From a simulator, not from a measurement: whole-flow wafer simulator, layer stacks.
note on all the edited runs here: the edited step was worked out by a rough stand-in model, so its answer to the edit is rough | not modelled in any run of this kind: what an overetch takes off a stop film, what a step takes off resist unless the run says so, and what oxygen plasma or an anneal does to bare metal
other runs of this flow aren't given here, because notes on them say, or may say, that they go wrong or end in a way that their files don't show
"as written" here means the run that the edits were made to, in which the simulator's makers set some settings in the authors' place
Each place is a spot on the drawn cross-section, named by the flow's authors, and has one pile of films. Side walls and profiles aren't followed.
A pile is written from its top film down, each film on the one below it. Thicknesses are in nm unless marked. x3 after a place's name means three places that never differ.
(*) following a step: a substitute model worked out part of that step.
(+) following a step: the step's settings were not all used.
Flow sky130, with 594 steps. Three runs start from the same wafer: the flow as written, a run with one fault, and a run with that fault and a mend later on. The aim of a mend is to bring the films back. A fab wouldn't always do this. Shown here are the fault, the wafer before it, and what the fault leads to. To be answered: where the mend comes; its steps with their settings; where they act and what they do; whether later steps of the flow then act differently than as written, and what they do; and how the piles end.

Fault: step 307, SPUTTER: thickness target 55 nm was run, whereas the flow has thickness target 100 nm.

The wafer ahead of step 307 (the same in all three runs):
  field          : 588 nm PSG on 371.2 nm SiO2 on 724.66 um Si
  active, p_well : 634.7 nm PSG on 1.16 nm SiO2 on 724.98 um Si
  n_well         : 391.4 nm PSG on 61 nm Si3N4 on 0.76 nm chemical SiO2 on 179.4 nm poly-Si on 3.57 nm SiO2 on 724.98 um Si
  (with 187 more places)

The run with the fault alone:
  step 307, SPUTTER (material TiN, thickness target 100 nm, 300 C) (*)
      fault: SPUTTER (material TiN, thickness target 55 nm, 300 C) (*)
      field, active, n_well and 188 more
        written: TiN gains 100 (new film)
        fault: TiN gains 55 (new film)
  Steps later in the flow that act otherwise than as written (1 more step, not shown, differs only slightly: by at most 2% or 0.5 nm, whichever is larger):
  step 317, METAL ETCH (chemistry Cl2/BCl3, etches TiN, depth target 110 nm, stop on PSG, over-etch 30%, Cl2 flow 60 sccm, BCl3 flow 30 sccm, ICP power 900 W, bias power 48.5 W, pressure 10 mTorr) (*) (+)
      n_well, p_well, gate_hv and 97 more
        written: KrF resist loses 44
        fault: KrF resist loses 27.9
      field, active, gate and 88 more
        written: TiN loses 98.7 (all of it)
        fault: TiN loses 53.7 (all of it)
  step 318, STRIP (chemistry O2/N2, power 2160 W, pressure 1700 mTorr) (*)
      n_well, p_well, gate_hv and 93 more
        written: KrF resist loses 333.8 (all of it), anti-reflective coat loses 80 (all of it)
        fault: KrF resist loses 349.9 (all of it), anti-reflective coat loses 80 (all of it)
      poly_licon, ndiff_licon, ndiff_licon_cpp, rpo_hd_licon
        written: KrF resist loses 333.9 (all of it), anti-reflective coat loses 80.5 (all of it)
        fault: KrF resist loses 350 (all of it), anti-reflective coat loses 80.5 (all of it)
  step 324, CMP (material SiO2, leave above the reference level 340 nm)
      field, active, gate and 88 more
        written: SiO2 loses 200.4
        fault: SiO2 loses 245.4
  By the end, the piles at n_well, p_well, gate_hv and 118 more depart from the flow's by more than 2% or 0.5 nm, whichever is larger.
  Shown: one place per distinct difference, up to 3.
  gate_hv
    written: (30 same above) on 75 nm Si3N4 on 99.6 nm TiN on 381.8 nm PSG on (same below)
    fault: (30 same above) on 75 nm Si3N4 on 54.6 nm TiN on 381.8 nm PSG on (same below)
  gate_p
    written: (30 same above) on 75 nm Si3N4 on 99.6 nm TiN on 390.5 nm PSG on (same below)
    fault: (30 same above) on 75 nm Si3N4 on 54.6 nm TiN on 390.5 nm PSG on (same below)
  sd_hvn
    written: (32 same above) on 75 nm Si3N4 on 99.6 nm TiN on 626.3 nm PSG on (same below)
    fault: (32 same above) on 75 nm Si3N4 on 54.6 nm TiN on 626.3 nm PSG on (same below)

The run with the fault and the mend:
  The mend stands after step 307.
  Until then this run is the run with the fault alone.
  step 307a, SPUTTER (material TiN, thickness target 45 nm, 300 C) (*) (a further turn of the flow's step 307, with different settings)
      field, active, n_well and 188 more
        TiN gains 45
  None of the later steps of the flow differs from how it acts as written, at any place that is followed, by more than 2% or 0.5 nm, whichever is larger.
  By the end, the piles equal the flow's at every place that both follow.
